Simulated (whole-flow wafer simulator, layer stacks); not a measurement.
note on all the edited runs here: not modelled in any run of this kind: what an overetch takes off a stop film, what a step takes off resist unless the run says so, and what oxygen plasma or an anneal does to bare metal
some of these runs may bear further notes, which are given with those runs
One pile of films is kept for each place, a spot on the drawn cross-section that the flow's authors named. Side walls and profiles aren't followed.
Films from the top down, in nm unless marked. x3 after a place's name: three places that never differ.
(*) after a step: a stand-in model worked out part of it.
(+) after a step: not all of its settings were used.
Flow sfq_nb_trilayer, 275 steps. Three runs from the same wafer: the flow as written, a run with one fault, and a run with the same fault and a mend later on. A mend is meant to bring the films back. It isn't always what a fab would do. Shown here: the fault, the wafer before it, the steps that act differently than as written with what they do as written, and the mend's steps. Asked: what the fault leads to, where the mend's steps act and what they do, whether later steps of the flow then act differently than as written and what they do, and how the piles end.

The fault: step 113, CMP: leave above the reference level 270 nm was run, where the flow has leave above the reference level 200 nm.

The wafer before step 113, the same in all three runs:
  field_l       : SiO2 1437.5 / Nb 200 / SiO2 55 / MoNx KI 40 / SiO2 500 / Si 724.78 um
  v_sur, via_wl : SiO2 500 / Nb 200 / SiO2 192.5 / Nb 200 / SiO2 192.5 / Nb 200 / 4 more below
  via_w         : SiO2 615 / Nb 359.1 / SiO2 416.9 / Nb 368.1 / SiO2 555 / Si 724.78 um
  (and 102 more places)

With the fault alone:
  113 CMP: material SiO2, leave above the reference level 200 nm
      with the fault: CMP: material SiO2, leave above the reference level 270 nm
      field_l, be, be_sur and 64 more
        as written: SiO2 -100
        with the fault: SiO2 -30
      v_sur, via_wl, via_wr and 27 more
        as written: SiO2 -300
        with the fault: SiO2 -230
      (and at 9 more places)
  Later steps of the flow that act differently than as written (4 more steps differ only slightly, by at most 2% or 0.5 nm, whichever is larger, and aren't shown):
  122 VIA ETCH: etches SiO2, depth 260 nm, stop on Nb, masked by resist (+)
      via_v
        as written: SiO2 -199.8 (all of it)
        with the fault: SiO2 -260
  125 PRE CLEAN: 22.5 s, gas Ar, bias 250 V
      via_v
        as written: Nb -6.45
        with the fault: SiO2 -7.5
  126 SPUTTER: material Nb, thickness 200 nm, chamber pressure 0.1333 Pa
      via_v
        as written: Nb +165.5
        with the fault: Nb +152.6 (new film)
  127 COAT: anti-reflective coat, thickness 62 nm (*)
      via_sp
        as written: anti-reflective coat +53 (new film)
        with the fault: anti-reflective coat +50.1 (new film)
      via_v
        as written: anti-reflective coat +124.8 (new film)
        with the fault: anti-reflective coat +128.6 (new film)
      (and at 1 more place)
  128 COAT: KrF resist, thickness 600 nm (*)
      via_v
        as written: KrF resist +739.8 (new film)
        with the fault: KrF resist +797.5 (new film)
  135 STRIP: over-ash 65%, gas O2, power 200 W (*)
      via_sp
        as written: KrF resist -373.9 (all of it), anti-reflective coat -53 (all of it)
        with the fault: KrF resist -369.8 (all of it), anti-reflective coat -50.1 (all of it)
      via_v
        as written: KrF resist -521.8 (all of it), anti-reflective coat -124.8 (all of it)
        with the fault: KrF resist -579.3 (all of it), anti-reflective coat -128.6 (all of it)
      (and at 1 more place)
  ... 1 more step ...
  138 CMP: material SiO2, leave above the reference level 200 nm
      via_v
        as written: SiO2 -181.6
        with the fault: SiO2 -157.1
  At the end the piles differ from the flow's by more than 2% or 0.5 nm, whichever is larger, at field_l, v_sur, via_wl and 103 more.
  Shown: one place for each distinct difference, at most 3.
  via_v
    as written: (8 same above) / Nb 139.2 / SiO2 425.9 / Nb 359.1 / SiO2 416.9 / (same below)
    with the fault: (8 same above) / Nb 139.2 / SiO2 500.1 / Nb 152.6 / SiO2 2.35 / Nb 200 / SiO2 416.9 / (same below)
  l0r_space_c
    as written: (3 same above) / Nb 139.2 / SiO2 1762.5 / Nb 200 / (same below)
    with the fault: (3 same above) / Nb 139.2 / SiO2 1832.5 / Nb 200 / (same below)
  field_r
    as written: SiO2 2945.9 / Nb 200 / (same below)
    with the fault: SiO2 3015.9 / Nb 200 / (same below)

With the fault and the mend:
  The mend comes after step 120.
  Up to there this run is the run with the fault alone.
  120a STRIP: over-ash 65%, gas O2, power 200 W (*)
      field_l, v_sur, via_wl and 102 more
        KrF resist -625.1 (all of it), anti-reflective coat -62 (all of it)
      via_v
        anti-reflective coat -62 (all of it)
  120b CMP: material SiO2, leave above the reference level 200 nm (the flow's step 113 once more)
      field_l, v_sur, via_wl and 103 more
        SiO2 -70
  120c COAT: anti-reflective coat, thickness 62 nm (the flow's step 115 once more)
      field_l, v_sur, via_wl and 103 more
        anti-reflective coat +62 (new film)
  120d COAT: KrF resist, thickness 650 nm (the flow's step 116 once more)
      field_l, v_sur, via_wl and 103 more
        KrF resist +650 (new film)
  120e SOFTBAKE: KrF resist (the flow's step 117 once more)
      changes no film at any place that is followed
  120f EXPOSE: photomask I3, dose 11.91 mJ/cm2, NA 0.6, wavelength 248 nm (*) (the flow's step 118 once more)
      changes no film at any place that is followed
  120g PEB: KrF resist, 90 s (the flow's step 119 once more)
      field_l, v_sur, via_wl and 103 more
        KrF resist -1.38
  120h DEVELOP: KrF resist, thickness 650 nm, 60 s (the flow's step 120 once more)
      field_l, v_sur, via_wl and 102 more
        KrF resist -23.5
      via_v
        KrF resist -648.6 (all of it)
  No later step of the flow acts differently than as written at any place that is followed.
  At the end the piles are the same as the flow's at every place that both follow.
